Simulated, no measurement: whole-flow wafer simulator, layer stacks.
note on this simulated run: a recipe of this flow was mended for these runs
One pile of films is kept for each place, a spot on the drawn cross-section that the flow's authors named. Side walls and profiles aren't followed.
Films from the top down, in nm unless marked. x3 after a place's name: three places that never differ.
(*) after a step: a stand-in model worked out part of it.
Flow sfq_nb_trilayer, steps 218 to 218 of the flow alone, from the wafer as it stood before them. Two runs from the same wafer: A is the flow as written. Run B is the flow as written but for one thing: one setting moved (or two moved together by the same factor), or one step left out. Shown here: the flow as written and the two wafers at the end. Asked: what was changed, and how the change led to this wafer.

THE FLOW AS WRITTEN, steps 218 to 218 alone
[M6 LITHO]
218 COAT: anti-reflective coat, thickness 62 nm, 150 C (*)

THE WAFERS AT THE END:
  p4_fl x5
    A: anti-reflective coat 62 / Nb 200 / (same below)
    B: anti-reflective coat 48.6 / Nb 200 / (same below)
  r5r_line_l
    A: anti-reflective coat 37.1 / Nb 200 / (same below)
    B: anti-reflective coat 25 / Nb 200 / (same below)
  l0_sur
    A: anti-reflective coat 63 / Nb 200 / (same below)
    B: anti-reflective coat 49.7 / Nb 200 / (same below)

The cause: step 218, COAT: thickness 48.6 nm was run, where the flow has thickness 62 nm.
It can be read off the wafer: p4_fl x5 has anti-reflective coat 48.6, and step 218 as written asks for 62 nm.

How the change led to this, step by step:
  218 COAT: anti-reflective coat, thickness 62 nm, 150 C (*)
      p4_fl x5, p4_w1 x9, p3_s0 x9 and 41 more: A anti-reflective coat +62 (new film) | B anti-reflective coat +48.6 (new film)
      r5r_line_l, r5r_line_c, r5r_line_r: A anti-reflective coat +37.1 (new film) | B anti-reflective coat +25 (new film)
      (and at 39 more places)
